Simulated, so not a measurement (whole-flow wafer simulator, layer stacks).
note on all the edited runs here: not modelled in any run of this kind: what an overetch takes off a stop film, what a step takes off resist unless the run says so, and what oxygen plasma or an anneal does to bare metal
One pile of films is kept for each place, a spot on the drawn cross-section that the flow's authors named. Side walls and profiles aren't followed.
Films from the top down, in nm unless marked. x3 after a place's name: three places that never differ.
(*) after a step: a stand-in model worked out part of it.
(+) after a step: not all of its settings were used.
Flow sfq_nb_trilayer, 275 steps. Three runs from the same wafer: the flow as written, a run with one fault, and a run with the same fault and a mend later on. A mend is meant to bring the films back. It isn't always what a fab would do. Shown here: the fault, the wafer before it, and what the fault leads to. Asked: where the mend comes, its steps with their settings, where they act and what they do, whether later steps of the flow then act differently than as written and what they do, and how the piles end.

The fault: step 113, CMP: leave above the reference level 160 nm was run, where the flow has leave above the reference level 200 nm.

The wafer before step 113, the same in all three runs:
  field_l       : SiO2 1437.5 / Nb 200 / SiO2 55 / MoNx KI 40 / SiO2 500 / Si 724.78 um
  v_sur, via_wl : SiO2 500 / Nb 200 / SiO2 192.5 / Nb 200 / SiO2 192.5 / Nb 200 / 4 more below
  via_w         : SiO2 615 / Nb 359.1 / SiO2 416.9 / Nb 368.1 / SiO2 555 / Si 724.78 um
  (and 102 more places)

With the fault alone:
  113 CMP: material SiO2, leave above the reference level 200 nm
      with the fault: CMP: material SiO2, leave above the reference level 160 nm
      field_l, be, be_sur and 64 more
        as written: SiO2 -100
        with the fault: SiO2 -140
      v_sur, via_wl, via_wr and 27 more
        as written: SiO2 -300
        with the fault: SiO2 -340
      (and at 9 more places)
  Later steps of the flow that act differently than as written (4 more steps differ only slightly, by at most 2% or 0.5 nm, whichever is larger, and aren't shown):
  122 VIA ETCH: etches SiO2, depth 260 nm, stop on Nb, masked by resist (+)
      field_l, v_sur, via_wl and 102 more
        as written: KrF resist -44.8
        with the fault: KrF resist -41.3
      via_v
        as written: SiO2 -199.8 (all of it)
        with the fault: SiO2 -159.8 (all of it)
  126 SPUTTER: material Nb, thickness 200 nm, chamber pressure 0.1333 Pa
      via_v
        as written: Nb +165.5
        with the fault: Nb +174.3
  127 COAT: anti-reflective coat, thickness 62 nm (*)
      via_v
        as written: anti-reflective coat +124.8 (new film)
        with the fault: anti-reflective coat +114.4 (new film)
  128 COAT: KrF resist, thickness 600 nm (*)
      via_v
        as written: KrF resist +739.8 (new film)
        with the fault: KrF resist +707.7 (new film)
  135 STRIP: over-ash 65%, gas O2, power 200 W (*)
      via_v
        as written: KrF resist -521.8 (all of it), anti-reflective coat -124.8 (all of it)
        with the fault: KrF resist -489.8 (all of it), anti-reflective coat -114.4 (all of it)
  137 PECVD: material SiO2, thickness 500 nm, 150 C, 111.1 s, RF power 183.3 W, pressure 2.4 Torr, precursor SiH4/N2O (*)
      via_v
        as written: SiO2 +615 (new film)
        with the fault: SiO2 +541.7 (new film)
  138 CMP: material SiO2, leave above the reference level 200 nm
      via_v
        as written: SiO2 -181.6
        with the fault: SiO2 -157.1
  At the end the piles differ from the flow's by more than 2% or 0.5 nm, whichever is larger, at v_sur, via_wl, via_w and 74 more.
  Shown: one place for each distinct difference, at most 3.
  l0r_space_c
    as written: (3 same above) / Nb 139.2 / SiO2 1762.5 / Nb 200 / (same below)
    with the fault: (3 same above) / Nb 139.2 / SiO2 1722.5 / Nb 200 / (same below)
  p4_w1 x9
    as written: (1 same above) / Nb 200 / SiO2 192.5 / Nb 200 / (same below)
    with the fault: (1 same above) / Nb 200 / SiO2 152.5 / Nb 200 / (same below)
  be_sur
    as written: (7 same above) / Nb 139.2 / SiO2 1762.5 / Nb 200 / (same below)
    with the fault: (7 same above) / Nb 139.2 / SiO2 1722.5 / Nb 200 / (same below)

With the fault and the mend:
  The mend comes after step 114.
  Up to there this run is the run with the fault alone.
  114a PECVD: material SiO2, thickness 40 nm, 150 C, 8.889 s, RF power 183.3 W, pressure 2.4 Torr, precursor SiH4/N2O (the flow's step 112 once more, with other settings)
      field_l, v_sur, via_wl and 103 more
        SiO2 +40
  No later step of the flow acts differently than as written at any place that is followed.
  At the end the piles are the same as the flow's at every place that both follow.
